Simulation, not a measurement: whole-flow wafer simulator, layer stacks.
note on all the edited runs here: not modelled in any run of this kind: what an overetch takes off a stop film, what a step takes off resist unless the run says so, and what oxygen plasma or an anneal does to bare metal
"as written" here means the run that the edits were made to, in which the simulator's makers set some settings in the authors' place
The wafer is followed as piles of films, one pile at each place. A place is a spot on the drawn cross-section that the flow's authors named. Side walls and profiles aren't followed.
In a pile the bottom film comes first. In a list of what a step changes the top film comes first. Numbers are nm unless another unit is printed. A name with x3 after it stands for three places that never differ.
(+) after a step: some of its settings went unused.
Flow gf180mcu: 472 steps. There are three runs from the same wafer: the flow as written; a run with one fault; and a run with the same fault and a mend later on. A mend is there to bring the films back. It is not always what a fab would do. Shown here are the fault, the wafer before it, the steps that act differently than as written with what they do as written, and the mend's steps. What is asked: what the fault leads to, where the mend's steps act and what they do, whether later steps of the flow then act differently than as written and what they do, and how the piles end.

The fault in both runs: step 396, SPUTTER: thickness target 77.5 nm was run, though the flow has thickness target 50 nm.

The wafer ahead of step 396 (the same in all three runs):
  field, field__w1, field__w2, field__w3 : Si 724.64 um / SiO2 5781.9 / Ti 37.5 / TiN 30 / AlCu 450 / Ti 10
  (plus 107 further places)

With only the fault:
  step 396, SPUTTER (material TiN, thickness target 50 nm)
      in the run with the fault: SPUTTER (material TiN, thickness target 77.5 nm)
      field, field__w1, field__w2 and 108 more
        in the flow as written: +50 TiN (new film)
        in the run with the fault: +77.5 TiN (new film)
  Steps further on in the flow that do not act as written (not shown: 1 more step that differs only slightly, by at most 2% or 0.5 nm, whichever is larger):
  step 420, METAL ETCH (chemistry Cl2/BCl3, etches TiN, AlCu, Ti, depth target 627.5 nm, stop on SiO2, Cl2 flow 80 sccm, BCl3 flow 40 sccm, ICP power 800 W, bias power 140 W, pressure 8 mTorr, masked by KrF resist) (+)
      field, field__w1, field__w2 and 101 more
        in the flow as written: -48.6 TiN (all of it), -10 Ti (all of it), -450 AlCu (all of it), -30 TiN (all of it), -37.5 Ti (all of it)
        in the run with the fault: -76.1 TiN (all of it), -10 Ti (all of it), -450 AlCu (all of it), -30 TiN (all of it), -37.5 Ti (all of it)
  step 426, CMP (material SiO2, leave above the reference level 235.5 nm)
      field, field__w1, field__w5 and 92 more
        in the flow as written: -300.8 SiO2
        in the run with the fault: -273.3 SiO2
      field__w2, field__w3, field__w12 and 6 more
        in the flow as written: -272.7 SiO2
        in the run with the fault: -243.9 SiO2
  The piles end different from the flow's at field__w4, field__w8, contact, m1, m1__w1, mim, mim_1p0, m1_nw by more than 2% or 0.5 nm, whichever is larger.
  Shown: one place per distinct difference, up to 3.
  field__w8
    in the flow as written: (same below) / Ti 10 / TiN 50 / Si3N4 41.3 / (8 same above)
    in the run with the fault: (same below) / Ti 10 / TiN 77.5 / Si3N4 41.3 / (8 same above)
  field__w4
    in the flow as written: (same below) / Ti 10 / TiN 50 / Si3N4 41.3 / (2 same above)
    in the run with the fault: (same below) / Ti 10 / TiN 77.5 / Si3N4 41.3 / (2 same above)
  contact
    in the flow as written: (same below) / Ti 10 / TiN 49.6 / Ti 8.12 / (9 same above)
    in the run with the fault: (same below) / Ti 10 / TiN 77.1 / Ti 8.12 / (9 same above)

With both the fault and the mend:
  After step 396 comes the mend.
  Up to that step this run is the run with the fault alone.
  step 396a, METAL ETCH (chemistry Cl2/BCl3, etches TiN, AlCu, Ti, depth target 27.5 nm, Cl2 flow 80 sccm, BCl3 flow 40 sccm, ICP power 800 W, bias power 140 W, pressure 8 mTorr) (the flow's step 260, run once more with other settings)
      field, field__w1, field__w2 and 108 more
        -27.5 TiN
  None of the later steps of the flow acts differently than as written at any place that is followed.
  At every place that both follow, the piles at the end match the flow's.
